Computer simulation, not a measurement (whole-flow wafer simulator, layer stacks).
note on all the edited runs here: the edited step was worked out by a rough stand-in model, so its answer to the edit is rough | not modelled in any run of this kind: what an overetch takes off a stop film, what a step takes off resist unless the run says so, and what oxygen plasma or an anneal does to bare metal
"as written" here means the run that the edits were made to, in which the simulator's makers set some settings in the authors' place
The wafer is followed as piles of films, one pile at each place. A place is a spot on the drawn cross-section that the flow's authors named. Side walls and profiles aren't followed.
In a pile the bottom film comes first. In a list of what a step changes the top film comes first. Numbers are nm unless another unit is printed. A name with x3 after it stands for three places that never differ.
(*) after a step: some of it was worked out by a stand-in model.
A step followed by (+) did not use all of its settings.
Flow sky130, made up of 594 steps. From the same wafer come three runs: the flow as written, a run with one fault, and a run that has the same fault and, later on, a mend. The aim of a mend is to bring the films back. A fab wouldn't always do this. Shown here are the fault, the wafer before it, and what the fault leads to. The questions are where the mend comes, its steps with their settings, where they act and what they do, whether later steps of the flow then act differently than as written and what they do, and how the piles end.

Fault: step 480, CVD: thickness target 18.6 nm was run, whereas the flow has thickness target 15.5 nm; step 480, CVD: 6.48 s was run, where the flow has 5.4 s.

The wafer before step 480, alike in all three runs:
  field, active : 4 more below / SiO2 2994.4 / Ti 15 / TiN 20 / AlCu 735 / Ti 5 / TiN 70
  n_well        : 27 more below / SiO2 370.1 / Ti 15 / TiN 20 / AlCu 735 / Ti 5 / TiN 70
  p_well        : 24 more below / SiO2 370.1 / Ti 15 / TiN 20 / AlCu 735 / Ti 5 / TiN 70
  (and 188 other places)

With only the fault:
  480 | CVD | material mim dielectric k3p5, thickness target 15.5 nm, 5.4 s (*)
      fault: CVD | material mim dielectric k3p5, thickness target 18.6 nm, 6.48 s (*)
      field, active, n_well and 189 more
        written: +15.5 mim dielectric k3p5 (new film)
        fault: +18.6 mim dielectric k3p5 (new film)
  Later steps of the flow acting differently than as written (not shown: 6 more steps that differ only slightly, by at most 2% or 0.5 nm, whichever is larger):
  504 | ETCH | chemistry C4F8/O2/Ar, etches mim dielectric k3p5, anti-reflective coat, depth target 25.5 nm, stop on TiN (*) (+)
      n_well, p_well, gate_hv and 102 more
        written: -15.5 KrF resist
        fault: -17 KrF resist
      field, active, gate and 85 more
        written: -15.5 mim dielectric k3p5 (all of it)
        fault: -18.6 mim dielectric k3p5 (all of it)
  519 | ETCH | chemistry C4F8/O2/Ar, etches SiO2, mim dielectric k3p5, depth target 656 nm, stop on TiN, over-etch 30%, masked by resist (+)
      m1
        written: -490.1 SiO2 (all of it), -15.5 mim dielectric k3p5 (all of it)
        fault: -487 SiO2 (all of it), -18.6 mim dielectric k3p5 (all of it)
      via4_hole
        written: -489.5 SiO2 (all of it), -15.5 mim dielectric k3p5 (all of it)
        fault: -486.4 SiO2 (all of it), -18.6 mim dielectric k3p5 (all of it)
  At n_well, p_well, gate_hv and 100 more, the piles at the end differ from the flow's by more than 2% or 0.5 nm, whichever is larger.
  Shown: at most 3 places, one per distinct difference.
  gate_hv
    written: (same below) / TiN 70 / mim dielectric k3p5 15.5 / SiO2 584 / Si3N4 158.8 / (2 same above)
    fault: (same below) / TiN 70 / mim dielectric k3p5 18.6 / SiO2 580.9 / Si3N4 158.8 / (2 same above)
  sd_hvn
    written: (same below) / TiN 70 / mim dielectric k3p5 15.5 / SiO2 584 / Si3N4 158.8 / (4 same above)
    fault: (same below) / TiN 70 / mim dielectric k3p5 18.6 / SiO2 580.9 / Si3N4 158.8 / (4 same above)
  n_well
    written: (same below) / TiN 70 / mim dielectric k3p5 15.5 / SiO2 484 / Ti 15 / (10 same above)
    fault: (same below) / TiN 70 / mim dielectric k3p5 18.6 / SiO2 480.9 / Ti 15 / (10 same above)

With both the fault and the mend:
  The mend stands after step 480.
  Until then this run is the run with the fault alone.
  480a | ETCH | chemistry C4F8/O2/Ar, etches mim dielectric k3p5, anti-reflective coat, depth target 3.1 nm (*) (a further turn of the flow's step 450, with different settings)
      field, active, n_well and 189 more
        -3.1 mim dielectric k3p5
  None of the later steps of the flow acts differently than as written at any place that is followed.
  By the end, the piles equal the flow's at every place that both follow.
